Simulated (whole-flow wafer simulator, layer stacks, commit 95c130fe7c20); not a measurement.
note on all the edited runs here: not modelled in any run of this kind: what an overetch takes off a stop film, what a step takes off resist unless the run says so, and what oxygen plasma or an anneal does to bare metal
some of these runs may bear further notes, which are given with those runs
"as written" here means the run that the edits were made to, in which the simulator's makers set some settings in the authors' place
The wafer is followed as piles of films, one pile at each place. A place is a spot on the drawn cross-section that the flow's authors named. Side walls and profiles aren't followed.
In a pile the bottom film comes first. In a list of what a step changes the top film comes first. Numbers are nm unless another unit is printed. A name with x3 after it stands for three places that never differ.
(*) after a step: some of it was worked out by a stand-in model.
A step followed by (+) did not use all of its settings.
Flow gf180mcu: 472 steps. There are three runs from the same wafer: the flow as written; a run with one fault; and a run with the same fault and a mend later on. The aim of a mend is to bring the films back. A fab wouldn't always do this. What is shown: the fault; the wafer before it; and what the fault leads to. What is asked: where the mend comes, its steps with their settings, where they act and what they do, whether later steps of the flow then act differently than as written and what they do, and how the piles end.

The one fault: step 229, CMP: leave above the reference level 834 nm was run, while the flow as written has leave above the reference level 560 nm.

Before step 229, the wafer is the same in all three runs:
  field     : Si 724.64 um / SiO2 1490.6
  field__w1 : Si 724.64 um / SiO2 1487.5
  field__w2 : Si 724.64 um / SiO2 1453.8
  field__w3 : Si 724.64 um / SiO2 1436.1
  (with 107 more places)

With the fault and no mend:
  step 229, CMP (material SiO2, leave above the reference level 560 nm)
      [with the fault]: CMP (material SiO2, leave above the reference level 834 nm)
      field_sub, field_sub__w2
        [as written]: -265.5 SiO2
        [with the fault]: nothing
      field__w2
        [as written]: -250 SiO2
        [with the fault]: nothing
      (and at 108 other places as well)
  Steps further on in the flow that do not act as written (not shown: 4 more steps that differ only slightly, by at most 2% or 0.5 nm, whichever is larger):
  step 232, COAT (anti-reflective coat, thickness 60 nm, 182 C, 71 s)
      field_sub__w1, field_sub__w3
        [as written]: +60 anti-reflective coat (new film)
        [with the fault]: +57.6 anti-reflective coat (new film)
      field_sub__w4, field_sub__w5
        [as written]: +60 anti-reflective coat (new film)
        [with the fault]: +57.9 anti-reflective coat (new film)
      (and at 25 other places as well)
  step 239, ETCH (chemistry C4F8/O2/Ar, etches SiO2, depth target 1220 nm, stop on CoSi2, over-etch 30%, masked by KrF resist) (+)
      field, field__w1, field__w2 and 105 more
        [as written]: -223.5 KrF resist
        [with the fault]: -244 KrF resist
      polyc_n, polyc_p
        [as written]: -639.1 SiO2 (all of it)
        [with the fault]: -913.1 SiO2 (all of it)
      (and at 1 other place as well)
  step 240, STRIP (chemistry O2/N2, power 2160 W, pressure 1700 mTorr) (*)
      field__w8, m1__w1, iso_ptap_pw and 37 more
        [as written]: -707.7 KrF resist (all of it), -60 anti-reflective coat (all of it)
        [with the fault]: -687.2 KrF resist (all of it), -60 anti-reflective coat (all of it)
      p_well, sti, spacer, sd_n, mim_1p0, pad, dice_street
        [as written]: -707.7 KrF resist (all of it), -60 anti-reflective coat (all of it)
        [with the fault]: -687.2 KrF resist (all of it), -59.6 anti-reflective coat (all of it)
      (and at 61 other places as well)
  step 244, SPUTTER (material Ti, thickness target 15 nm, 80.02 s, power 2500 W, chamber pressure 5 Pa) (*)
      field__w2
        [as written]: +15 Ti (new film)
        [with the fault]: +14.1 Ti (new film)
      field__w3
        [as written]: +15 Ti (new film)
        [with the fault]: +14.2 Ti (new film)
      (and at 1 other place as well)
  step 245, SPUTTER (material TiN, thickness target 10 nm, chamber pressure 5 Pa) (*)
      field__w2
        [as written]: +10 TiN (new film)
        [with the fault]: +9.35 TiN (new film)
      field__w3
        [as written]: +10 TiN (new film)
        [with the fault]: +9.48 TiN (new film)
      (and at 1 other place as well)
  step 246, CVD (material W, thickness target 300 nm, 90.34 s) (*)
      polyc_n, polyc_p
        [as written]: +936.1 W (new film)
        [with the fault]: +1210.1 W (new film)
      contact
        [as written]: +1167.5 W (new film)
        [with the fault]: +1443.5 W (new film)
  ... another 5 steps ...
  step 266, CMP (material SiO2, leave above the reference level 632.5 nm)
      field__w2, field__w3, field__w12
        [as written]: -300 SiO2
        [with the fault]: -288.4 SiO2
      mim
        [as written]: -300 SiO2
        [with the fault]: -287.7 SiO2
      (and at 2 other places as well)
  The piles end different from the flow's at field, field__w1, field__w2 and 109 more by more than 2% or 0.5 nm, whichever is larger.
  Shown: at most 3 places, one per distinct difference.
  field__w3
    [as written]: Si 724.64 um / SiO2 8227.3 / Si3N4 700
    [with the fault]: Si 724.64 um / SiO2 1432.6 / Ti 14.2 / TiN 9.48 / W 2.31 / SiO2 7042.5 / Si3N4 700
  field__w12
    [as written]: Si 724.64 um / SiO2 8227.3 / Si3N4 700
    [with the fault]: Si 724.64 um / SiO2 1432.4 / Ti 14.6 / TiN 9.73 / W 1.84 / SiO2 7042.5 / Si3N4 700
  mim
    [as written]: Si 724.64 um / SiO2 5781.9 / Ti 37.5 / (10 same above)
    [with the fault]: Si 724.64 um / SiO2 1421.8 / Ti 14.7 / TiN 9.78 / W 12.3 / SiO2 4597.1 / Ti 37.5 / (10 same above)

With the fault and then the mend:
  After step 229 comes the mend.
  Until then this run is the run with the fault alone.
  step 229a, CMP (material SiO2, leave above the reference level 560 nm) (the flow's step 229 again)
      field, field__w1, field__w5 and 98 more
        -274 SiO2
      field_sub, field_sub__w2
        -265.5 SiO2
      field__w2
        -250 SiO2
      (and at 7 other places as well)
  Every later step of the flow that is run acts as written at every place that is followed.
  At every place that both follow, the piles at the end match the flow's.
